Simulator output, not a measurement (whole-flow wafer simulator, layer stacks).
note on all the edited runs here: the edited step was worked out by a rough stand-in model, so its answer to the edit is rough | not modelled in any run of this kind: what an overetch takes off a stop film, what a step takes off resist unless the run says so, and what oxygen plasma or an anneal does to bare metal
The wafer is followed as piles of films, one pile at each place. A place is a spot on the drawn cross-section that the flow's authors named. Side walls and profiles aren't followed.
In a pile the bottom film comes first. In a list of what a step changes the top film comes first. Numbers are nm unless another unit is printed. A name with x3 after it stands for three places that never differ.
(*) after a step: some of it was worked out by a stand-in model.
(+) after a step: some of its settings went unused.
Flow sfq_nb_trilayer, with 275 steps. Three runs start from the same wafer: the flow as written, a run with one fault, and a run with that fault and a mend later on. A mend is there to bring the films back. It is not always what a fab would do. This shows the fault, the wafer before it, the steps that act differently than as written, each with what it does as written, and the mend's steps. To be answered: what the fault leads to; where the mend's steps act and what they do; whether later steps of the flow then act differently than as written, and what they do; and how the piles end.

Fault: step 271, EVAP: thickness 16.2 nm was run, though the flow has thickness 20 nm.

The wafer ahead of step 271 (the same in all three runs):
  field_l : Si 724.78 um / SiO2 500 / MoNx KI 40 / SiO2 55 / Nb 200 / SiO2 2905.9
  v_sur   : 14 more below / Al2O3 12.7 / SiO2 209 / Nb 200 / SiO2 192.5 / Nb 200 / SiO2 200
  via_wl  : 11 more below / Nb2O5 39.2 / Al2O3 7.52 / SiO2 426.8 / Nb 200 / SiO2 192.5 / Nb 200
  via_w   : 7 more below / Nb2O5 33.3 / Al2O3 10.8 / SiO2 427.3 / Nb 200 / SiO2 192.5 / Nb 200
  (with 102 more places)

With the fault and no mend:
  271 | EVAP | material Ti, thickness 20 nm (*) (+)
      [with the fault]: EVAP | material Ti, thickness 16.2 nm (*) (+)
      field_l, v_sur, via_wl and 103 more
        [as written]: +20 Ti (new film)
        [with the fault]: +16.2 Ti (new film)
  Steps later in the flow that act otherwise than as written:
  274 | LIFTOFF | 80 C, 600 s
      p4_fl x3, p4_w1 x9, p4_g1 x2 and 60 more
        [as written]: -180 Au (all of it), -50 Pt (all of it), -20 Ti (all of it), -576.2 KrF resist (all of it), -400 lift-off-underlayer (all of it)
        [with the fault]: -180 Au (all of it), -50 Pt (all of it), -16.2 Ti (all of it), -576.2 KrF resist (all of it), -400 lift-off-underlayer (all of it)
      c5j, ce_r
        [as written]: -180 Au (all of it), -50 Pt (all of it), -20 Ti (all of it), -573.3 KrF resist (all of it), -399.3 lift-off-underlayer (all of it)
        [with the fault]: -180 Au (all of it), -50 Pt (all of it), -16.2 Ti (all of it), -573.3 KrF resist (all of it), -399.3 lift-off-underlayer (all of it)
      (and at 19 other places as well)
  The piles end different from the flow's at field_l, v_sur, via_wl and 8 more by more than 2% or 0.5 nm, whichever is larger.
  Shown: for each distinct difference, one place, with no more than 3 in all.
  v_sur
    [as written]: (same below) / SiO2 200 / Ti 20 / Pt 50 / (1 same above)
    [with the fault]: (same below) / SiO2 200 / Ti 16.2 / Pt 50 / (1 same above)
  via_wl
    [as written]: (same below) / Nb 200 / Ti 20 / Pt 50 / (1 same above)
    [with the fault]: (same below) / Nb 200 / Ti 16.2 / Pt 50 / (1 same above)
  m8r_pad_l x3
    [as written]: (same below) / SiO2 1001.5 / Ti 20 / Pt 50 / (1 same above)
    [with the fault]: (same below) / SiO2 1001.5 / Ti 16.2 / Pt 50 / (1 same above)

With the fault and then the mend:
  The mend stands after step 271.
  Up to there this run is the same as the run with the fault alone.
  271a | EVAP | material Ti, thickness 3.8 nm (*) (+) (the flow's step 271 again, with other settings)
      field_l, v_sur, via_wl and 103 more
        +3.8 Ti
  Every later step of the flow that is run acts as written at every place that is followed.
  By the end, the piles equal the flow's at every place that both follow.
